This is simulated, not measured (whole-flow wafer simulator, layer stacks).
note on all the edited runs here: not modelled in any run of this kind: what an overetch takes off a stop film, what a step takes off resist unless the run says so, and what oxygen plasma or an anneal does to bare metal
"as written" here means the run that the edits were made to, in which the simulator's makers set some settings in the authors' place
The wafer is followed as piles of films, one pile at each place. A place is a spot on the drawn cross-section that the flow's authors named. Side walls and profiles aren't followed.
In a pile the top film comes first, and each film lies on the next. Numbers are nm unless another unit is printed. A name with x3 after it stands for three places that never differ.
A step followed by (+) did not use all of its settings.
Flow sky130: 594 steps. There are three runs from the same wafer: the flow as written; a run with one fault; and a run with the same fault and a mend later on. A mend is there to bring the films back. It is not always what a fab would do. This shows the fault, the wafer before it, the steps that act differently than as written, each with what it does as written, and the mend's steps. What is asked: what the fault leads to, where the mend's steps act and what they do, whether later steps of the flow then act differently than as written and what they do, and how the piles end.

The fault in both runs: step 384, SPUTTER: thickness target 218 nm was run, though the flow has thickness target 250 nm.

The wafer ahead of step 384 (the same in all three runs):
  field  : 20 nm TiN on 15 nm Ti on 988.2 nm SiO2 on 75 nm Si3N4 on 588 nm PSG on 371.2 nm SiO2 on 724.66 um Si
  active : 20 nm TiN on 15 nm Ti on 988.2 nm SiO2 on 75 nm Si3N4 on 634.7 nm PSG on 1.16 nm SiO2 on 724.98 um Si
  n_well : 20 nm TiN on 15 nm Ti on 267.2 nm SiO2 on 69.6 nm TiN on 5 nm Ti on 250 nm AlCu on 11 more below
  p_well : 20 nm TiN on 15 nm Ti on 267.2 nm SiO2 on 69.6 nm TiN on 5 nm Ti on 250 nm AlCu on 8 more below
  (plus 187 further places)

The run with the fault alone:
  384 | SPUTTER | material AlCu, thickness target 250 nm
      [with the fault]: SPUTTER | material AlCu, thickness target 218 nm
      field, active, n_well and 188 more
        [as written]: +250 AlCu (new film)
        [with the fault]: +218 AlCu (new film)
  Steps further on in the flow that do not act as written (8 more steps, not shown, differ only slightly: by at most 2% or 0.5 nm, whichever is larger):
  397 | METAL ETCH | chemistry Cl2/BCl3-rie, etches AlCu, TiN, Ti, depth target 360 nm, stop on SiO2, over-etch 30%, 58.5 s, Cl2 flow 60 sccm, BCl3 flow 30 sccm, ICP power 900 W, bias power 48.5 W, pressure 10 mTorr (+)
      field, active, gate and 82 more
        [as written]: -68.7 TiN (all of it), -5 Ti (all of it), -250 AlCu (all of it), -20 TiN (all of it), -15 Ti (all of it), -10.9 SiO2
        [with the fault]: -68.7 TiN (all of it), -5 Ti (all of it), -218 AlCu (all of it), -20 TiN (all of it), -15 Ti (all of it), -14.1 SiO2
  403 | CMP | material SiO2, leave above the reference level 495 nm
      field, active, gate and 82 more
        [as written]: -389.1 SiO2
        [with the fault]: -417.9 SiO2
  At n_well, p_well, gate_hv and 103 more, the piles at the end differ from the flow's by more than 2% or 0.5 nm, whichever is larger.
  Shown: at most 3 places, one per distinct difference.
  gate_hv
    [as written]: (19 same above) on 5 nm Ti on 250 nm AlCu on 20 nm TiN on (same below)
    [with the fault]: (19 same above) on 5 nm Ti on 218 nm AlCu on 20 nm TiN on (same below)
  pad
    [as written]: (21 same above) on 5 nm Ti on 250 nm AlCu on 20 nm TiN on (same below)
    [with the fault]: (21 same above) on 5 nm Ti on 218 nm AlCu on 20 nm TiN on (same below)
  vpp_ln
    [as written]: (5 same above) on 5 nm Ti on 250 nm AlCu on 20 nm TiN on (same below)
    [with the fault]: (5 same above) on 5 nm Ti on 218 nm AlCu on 20 nm TiN on (same below)

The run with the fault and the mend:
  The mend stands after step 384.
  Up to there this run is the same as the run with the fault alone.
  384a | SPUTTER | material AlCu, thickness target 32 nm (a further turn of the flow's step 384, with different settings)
      field, active, n_well and 188 more
        +32 AlCu
  Later steps of the flow that are run all act as written at every place that is followed.
  At every place that both follow, the piles at the end match the flow's.
